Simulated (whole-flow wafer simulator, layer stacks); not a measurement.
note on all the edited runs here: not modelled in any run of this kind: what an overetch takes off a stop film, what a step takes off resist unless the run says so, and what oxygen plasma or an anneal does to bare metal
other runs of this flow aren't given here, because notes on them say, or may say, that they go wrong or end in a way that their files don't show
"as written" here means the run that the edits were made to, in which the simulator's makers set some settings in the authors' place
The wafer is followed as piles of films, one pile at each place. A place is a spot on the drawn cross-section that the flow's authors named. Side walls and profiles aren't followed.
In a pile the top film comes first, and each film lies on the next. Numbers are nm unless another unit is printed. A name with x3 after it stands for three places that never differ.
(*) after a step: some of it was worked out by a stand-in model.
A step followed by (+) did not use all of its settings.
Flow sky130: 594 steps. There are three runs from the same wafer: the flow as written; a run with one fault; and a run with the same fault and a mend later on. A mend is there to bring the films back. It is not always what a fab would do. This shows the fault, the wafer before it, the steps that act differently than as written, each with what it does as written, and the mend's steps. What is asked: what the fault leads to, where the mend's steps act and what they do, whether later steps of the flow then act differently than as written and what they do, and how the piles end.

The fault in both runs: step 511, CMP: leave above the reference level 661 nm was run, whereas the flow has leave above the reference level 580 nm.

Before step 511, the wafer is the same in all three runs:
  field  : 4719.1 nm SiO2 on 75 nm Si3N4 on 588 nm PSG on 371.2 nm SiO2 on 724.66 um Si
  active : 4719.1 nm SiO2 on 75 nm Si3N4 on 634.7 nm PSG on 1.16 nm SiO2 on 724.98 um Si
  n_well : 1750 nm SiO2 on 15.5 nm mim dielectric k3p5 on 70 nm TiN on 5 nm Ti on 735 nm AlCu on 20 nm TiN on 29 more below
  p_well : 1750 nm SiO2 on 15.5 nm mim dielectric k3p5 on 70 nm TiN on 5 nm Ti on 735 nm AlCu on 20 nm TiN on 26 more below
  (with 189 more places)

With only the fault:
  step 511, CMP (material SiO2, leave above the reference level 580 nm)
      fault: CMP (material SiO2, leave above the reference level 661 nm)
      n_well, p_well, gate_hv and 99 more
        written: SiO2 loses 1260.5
        fault: SiO2 loses 1179.5
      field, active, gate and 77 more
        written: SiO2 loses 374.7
        fault: SiO2 loses 293.7
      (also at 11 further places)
  Steps later in the flow that act otherwise than as written:
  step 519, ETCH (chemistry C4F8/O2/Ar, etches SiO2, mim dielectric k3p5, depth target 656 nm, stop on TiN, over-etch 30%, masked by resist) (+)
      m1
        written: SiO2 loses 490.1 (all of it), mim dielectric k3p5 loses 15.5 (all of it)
        fault: SiO2 loses 571.1 (all of it), mim dielectric k3p5 loses 15.5 (all of it)
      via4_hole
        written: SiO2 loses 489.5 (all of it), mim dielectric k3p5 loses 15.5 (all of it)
        fault: SiO2 loses 570.5 (all of it), mim dielectric k3p5 loses 15.5 (all of it)
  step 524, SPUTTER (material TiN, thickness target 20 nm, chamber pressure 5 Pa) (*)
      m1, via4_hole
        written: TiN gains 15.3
        fault: TiN gains 14.7
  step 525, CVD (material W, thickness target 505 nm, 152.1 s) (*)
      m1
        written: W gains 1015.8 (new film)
        fault: W gains 1097.3 (new film)
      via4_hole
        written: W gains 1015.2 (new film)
        fault: W gains 1096.7 (new film)
  By the end, the piles at n_well, p_well, gate_hv and 120 more depart from the flow's by more than 2% or 0.5 nm, whichever is larger.
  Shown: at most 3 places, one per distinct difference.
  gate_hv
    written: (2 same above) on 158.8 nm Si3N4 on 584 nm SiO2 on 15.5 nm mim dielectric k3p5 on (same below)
    fault: (2 same above) on 158.8 nm Si3N4 on 665 nm SiO2 on 15.5 nm mim dielectric k3p5 on (same below)
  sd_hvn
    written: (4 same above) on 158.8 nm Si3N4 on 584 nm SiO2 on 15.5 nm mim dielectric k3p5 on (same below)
    fault: (4 same above) on 158.8 nm Si3N4 on 665 nm SiO2 on 15.5 nm mim dielectric k3p5 on (same below)
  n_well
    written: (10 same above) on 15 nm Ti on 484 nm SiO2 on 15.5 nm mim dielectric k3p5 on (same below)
    fault: (10 same above) on 15 nm Ti on 565 nm SiO2 on 15.5 nm mim dielectric k3p5 on (same below)

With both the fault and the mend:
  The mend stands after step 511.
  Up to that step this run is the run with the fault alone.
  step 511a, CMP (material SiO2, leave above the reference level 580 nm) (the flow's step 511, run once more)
      field, active, n_well and 190 more
        SiO2 loses 81
  None of the later steps of the flow acts differently than as written at any place that is followed.
  By the end, the piles equal the flow's at every place that both follow.
